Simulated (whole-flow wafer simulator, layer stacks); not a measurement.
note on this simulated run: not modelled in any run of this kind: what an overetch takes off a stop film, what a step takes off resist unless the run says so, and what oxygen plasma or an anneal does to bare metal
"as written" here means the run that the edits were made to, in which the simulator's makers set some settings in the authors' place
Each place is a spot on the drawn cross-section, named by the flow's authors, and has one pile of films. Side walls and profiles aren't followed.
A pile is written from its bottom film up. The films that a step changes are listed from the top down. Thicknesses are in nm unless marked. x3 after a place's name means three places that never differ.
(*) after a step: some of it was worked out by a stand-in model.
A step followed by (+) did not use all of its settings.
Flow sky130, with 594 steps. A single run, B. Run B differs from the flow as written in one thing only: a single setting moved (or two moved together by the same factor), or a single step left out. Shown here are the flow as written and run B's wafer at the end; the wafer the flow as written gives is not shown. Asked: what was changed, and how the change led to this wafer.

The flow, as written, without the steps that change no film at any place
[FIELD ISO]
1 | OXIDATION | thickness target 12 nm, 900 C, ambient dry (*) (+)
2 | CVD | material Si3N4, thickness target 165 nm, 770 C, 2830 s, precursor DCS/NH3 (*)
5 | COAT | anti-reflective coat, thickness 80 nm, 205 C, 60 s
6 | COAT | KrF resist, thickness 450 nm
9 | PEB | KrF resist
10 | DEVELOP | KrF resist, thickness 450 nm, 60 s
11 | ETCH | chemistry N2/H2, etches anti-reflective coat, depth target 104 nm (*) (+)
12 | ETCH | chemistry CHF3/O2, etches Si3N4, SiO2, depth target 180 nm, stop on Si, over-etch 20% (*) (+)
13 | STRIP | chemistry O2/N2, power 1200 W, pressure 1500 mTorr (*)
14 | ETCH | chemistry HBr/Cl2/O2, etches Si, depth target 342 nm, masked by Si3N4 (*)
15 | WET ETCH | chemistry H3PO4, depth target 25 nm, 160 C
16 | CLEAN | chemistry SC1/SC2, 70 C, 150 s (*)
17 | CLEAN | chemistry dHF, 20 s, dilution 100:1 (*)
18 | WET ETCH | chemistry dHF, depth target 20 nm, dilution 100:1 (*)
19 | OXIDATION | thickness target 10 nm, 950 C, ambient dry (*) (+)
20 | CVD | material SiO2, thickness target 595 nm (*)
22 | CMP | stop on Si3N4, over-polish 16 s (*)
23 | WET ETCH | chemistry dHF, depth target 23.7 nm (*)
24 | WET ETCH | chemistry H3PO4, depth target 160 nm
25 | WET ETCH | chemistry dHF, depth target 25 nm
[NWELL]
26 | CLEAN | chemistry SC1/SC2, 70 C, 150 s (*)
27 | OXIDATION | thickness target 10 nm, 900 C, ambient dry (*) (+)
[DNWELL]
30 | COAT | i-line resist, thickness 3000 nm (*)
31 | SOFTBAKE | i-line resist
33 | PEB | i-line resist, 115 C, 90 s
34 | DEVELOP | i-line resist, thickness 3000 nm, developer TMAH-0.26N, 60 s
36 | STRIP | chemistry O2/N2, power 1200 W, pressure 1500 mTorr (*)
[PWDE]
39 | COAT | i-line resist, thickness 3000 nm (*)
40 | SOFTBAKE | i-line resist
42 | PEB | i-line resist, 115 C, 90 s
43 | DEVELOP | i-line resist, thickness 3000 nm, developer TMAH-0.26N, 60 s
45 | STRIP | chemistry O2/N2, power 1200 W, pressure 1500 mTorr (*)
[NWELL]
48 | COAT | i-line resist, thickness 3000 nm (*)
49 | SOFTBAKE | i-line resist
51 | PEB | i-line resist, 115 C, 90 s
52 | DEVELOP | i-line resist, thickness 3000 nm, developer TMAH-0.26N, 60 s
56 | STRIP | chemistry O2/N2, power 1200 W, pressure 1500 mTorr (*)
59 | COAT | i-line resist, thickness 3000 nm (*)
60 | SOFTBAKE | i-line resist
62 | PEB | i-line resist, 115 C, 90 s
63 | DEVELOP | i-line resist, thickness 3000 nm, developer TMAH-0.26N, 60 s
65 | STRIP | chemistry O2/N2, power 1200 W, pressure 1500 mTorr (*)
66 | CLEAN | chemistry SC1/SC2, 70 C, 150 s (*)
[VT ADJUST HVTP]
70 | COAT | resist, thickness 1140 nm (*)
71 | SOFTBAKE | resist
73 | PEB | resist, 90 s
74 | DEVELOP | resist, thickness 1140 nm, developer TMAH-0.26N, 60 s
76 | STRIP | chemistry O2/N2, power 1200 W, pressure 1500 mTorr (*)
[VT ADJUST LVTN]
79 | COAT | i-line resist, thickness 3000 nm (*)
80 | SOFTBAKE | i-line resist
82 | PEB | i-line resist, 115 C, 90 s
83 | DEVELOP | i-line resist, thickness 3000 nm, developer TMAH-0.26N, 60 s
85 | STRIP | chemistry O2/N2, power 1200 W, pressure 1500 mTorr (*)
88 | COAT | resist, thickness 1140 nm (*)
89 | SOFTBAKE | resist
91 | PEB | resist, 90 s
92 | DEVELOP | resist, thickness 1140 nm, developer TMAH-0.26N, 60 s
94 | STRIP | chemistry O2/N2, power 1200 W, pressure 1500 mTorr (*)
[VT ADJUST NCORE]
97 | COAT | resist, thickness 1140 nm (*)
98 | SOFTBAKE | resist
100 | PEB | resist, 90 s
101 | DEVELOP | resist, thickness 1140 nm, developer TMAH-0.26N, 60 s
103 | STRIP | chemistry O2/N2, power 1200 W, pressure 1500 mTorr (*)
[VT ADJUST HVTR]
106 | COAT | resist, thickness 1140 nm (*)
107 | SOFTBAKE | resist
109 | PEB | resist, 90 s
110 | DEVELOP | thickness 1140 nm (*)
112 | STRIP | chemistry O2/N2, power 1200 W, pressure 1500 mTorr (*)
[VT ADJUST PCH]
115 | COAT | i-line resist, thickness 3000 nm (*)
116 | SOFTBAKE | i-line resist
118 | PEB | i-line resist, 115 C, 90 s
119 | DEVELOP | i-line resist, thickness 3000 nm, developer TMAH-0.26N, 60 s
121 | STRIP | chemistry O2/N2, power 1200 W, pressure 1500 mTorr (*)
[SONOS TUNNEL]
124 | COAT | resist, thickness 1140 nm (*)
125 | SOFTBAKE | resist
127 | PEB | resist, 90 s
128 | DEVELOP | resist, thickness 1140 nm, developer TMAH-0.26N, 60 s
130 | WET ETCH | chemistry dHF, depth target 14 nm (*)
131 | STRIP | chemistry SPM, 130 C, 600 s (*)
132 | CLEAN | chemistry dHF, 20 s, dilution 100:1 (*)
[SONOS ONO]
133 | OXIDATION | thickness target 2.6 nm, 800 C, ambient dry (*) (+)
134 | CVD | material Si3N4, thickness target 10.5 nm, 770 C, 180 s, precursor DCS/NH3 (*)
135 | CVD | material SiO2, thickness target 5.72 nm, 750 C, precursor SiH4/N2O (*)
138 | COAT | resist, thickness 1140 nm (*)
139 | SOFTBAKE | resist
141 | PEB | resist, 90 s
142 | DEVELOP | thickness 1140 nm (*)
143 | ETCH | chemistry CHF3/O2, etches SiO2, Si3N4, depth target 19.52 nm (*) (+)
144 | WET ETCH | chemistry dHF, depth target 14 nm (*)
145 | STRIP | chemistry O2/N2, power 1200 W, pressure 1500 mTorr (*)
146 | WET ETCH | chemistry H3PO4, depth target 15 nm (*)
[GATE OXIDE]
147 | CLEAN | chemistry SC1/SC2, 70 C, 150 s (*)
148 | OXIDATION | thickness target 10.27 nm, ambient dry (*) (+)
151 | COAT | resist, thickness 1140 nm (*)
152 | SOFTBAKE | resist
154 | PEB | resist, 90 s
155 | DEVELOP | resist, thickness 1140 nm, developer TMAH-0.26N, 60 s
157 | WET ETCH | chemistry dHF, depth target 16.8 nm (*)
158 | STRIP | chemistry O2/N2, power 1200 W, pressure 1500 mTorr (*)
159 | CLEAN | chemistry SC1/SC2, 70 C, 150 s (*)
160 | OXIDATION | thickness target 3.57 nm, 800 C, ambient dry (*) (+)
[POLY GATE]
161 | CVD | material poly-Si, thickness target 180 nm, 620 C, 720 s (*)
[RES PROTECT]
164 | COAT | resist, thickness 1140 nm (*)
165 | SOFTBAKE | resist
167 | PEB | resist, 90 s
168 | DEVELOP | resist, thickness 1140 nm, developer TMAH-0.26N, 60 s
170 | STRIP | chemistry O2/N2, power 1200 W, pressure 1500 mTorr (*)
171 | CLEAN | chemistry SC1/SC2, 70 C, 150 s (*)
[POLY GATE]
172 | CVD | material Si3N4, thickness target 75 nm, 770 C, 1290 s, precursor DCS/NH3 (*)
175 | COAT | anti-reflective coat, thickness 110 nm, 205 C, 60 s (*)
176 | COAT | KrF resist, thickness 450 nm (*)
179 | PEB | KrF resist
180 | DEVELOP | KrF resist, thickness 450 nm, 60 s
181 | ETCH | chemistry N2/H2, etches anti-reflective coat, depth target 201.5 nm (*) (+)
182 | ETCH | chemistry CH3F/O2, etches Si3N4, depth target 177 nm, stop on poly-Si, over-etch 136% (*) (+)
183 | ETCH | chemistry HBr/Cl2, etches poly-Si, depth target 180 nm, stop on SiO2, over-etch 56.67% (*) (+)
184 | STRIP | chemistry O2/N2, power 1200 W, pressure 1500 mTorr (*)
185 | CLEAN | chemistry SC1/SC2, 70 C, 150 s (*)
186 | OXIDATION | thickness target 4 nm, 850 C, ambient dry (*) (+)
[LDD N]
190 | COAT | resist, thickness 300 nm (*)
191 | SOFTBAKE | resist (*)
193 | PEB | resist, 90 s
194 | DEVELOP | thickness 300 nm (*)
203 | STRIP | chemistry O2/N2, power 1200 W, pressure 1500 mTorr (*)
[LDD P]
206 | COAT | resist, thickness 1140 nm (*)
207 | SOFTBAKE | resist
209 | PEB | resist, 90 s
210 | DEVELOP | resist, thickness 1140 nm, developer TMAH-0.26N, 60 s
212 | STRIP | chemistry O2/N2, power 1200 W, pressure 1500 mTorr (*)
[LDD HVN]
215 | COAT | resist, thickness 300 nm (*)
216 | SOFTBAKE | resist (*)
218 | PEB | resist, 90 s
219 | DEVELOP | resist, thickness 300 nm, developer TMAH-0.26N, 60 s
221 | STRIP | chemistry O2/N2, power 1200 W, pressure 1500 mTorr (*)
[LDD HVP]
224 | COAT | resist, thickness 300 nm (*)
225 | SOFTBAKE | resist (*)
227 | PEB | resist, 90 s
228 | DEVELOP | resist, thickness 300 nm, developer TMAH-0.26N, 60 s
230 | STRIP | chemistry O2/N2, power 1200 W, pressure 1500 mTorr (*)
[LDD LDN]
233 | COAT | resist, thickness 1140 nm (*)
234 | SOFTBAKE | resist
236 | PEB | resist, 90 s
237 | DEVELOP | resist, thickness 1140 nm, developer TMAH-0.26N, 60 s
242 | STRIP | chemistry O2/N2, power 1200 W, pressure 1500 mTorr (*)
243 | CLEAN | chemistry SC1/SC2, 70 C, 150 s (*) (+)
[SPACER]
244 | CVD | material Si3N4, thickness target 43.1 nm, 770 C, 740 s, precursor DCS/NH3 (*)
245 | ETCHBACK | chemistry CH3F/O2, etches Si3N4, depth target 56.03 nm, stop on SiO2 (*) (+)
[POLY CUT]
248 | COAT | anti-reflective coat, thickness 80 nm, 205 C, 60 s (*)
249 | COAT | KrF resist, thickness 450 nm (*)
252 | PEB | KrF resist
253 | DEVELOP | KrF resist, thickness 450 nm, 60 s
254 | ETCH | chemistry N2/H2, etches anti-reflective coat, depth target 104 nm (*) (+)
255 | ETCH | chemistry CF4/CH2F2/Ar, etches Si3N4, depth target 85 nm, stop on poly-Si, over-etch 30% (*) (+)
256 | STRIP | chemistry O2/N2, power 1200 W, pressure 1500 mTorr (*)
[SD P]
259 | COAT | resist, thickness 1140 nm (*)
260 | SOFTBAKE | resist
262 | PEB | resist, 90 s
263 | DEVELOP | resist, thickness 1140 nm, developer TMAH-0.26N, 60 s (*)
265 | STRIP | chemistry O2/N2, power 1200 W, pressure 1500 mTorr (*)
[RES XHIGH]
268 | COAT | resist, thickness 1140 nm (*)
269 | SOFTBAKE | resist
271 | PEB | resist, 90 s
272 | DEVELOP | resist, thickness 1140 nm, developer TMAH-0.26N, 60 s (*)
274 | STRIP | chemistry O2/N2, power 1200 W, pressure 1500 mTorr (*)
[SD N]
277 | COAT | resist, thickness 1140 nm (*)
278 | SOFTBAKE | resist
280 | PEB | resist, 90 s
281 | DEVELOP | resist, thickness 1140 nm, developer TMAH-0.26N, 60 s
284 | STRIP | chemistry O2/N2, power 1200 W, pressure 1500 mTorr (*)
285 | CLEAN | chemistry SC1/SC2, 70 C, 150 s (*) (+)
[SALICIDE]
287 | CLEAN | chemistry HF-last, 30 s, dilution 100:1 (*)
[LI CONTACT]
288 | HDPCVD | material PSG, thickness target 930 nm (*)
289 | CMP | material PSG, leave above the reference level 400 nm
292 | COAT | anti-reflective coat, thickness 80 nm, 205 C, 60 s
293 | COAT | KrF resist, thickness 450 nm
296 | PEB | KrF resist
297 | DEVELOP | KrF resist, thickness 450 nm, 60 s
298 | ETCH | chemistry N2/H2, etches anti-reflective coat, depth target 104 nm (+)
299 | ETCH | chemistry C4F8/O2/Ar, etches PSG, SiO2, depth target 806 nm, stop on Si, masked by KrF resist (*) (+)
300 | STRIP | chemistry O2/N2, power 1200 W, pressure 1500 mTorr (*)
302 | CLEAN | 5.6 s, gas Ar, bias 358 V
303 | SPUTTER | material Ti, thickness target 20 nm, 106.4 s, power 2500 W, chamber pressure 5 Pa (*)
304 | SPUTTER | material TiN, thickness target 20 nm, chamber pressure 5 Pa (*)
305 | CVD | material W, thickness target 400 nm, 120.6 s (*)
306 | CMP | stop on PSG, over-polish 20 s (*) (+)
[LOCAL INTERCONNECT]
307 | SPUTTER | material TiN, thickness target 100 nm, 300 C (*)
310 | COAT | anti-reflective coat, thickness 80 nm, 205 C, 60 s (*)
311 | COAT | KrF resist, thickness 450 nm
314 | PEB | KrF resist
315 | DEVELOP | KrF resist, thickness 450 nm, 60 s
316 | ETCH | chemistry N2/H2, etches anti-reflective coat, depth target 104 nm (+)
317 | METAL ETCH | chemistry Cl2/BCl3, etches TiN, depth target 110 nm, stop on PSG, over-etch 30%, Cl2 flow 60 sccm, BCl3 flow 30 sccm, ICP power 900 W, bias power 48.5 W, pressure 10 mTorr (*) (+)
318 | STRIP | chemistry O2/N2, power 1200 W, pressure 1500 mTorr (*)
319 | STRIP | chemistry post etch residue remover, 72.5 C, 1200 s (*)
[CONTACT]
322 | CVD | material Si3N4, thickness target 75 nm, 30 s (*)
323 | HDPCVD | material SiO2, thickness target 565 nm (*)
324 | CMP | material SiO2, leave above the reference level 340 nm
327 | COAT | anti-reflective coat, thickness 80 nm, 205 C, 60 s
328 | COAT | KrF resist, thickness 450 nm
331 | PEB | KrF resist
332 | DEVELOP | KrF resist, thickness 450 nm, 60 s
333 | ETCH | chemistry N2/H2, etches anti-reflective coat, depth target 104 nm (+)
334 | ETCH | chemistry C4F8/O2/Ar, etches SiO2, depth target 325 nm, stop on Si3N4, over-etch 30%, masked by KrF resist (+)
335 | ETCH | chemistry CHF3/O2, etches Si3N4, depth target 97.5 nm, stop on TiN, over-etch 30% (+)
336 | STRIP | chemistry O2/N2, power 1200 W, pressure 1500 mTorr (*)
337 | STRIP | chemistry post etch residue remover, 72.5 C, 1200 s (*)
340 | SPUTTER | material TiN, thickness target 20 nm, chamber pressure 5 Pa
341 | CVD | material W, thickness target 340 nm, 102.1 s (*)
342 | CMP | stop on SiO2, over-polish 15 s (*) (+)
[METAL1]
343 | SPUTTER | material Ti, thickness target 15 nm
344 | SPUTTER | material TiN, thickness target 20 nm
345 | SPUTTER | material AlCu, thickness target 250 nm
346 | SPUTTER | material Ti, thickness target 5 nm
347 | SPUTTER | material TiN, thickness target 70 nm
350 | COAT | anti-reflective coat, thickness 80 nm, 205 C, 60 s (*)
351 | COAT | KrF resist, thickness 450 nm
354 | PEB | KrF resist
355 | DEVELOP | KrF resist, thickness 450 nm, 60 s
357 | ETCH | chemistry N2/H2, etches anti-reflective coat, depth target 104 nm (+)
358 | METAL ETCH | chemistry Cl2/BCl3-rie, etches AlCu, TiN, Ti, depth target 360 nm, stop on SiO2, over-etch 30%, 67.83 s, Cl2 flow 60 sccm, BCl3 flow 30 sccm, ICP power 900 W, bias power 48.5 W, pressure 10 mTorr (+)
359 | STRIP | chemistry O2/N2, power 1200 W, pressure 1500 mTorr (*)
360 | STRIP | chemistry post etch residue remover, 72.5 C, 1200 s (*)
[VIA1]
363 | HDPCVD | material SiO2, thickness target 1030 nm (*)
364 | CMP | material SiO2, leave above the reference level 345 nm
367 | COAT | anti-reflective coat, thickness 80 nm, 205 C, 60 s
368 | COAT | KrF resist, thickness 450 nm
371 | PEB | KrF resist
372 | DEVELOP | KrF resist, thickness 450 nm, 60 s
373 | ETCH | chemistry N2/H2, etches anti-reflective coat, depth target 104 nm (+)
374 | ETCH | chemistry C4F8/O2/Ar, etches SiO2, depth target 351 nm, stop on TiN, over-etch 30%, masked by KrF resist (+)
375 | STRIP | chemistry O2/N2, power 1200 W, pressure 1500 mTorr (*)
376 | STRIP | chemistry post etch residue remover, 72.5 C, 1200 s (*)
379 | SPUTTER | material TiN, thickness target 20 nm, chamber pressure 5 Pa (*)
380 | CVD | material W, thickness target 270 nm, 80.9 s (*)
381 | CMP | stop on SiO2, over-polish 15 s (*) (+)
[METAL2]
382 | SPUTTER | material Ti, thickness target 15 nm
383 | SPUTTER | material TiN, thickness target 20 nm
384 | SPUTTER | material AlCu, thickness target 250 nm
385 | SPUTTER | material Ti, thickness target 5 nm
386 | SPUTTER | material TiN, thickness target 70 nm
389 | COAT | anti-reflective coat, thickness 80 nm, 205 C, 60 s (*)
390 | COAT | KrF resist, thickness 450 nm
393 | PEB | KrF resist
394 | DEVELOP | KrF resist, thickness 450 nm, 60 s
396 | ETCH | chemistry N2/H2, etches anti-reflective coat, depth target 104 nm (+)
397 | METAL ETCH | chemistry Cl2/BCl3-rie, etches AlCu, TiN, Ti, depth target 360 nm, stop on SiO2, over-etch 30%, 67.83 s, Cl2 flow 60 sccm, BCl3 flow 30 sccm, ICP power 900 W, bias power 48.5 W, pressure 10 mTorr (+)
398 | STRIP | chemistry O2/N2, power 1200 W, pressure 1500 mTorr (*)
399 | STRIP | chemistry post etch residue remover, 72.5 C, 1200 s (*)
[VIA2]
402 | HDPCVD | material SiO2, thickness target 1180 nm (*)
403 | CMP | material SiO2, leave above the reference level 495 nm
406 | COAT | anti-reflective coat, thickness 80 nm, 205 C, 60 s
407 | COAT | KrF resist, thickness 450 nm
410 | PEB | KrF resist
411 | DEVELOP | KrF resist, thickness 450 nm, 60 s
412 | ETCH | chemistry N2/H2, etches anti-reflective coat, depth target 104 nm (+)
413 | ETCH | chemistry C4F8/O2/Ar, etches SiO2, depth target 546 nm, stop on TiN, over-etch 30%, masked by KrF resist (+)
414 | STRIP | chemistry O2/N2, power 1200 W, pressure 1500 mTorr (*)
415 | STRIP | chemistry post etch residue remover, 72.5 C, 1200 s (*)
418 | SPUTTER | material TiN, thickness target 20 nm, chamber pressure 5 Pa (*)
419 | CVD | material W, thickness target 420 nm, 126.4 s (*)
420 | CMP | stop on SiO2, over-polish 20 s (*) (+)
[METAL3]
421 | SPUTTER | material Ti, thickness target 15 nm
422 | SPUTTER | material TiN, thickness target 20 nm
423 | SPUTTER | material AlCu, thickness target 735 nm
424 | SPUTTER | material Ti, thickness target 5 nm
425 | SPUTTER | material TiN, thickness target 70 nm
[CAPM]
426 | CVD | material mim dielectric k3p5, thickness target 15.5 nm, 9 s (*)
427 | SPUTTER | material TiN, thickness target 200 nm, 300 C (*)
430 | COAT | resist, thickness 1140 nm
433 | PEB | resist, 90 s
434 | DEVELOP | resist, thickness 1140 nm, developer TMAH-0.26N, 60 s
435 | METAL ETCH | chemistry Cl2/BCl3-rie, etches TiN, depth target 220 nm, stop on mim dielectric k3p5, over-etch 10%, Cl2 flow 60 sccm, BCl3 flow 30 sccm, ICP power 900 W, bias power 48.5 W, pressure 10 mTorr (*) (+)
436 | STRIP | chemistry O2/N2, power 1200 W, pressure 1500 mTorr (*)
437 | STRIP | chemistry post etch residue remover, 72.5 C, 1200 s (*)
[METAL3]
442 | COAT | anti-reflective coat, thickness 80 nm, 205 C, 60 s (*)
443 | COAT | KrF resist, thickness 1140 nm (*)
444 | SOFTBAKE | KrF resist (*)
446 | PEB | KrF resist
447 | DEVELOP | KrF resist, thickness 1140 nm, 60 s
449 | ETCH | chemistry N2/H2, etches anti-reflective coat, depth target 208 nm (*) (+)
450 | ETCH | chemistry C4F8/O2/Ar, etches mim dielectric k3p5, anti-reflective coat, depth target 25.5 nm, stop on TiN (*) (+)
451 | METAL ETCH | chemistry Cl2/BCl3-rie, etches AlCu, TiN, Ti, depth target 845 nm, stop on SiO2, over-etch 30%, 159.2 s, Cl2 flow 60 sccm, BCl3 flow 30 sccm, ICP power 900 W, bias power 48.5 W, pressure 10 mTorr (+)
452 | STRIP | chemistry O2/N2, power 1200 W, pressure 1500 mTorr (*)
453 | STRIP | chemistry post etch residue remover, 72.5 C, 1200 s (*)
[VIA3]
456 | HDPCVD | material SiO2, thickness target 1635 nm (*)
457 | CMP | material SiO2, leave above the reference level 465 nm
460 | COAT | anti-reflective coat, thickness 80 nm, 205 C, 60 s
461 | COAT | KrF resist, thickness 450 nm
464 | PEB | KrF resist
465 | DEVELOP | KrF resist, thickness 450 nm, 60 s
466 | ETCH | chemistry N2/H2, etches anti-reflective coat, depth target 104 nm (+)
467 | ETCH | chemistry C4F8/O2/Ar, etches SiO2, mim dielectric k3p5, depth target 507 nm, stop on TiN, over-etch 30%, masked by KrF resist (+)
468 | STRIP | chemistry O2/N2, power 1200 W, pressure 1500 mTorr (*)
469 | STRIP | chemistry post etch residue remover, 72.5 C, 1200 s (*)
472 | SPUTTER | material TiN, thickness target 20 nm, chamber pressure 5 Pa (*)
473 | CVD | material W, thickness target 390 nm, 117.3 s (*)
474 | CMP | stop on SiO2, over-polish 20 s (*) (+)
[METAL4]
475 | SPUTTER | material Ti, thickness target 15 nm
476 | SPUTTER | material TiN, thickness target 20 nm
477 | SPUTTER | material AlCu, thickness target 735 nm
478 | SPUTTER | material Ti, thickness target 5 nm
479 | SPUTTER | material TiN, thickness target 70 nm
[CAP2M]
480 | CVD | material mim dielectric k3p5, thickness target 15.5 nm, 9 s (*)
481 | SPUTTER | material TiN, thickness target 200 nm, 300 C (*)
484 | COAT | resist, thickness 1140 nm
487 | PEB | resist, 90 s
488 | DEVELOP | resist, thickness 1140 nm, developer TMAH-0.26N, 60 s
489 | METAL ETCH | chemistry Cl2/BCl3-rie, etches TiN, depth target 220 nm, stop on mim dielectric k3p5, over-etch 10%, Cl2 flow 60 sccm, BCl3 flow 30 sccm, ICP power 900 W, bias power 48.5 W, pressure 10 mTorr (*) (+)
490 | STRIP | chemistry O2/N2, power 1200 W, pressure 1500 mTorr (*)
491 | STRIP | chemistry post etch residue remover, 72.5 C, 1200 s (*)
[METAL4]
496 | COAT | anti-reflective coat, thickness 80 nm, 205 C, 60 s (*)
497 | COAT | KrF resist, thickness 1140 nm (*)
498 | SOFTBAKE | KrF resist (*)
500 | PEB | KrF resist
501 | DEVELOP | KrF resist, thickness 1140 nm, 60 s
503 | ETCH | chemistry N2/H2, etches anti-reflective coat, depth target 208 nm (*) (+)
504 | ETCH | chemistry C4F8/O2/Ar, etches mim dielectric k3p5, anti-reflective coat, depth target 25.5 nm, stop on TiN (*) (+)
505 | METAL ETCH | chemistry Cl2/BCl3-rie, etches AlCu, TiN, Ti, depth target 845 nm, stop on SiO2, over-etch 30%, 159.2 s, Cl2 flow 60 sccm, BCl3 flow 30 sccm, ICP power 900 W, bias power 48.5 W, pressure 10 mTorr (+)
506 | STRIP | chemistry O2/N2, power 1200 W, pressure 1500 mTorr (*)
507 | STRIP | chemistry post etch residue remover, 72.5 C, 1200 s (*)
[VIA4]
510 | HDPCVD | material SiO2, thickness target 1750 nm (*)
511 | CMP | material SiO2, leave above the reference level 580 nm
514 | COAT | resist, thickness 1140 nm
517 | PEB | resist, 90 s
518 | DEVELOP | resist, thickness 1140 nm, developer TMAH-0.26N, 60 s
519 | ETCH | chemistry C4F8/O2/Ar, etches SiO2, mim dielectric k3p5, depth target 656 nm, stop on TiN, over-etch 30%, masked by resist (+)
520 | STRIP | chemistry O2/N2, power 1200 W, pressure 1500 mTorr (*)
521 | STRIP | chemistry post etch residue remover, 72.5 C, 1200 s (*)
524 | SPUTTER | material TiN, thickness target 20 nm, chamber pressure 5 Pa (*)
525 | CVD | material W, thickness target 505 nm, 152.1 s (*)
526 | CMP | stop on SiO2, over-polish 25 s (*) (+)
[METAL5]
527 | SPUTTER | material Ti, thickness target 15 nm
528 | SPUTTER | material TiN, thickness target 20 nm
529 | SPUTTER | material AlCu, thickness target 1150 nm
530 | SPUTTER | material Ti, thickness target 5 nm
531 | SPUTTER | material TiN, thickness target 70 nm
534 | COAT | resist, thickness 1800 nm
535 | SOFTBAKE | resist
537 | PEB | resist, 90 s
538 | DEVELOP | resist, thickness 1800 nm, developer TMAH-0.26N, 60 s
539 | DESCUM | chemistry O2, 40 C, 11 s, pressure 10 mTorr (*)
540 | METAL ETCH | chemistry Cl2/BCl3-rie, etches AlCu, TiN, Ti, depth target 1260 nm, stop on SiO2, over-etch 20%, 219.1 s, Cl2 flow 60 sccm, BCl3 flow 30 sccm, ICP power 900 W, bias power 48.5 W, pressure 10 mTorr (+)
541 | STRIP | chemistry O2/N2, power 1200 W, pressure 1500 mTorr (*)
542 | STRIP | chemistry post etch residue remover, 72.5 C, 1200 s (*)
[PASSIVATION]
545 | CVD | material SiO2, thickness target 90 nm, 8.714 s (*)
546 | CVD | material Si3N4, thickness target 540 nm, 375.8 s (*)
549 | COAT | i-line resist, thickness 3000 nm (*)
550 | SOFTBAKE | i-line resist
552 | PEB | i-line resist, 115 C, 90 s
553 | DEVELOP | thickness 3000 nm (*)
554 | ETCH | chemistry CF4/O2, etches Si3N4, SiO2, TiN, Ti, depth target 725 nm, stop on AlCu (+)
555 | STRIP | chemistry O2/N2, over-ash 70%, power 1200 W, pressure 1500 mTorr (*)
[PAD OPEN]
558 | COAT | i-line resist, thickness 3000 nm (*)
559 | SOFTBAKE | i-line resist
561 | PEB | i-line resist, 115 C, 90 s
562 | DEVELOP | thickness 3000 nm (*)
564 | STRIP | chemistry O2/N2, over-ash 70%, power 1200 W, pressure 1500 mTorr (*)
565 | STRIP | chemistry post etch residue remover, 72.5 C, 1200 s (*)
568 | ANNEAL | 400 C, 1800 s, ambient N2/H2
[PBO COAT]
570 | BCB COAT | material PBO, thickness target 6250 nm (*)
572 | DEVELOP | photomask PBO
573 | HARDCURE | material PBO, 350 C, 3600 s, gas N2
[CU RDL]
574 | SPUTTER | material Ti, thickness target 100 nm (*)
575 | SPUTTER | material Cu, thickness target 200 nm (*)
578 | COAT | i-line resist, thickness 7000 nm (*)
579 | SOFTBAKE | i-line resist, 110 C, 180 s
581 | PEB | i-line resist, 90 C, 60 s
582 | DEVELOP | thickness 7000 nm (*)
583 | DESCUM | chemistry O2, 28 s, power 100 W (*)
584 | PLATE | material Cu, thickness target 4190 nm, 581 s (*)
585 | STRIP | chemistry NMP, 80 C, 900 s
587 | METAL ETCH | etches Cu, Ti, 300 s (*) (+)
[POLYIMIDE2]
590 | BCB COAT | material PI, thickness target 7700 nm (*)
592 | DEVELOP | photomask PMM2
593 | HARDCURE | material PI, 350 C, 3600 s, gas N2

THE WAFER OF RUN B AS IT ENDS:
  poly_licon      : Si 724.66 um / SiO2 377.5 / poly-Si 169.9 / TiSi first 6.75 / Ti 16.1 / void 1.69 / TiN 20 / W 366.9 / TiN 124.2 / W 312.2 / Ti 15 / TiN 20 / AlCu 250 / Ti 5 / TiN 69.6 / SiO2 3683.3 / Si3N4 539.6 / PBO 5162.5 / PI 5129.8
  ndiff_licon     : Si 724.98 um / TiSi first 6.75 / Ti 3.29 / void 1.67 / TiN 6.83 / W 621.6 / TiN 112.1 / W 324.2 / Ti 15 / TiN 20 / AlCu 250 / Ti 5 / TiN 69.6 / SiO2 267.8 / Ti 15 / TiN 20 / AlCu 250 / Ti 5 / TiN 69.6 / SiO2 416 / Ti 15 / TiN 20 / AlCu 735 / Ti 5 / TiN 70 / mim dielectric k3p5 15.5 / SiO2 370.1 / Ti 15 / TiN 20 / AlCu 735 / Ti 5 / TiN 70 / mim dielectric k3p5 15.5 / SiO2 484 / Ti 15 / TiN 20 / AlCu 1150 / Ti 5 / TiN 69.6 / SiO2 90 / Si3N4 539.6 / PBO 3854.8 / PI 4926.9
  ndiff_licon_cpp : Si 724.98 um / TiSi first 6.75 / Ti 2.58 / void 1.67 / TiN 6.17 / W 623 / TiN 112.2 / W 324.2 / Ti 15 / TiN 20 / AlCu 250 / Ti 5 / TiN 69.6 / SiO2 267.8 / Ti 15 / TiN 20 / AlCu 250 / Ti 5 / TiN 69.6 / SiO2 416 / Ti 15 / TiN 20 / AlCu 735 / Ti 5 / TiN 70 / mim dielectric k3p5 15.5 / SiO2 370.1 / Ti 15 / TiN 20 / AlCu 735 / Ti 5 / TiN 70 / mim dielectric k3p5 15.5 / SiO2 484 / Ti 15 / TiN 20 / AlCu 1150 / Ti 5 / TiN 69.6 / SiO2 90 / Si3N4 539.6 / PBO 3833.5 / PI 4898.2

What caused this: step 340, SPUTTER: thickness target 25 nm was run, though the flow has thickness target 20 nm.

Step by step, how the change led to this:
  340 | SPUTTER | material TiN, thickness target 20 nm, chamber pressure 5 Pa
      field, active, n_well and 184 more: +25 TiN (new film) (in the flow as written it would be: +20 TiN (new film))
      ndiff_licon, ndiff_licon_cpp, rpo_hd_licon: +13 TiN (in the flow as written it would be: +10.4 TiN)
      (also at 1 further place)
  342 | CMP | stop on SiO2, over-polish 15 s (*) (+)
      field, active, n_well and 184 more: -340 W (all of it), -25 TiN (all of it), -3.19 SiO2 (in the flow as written it would be: -340 W (all of it), -20 TiN (all of it), -3.19 SiO2)
      poly_licon: -27.8 W (in the flow as written it would be: -22.8 W)
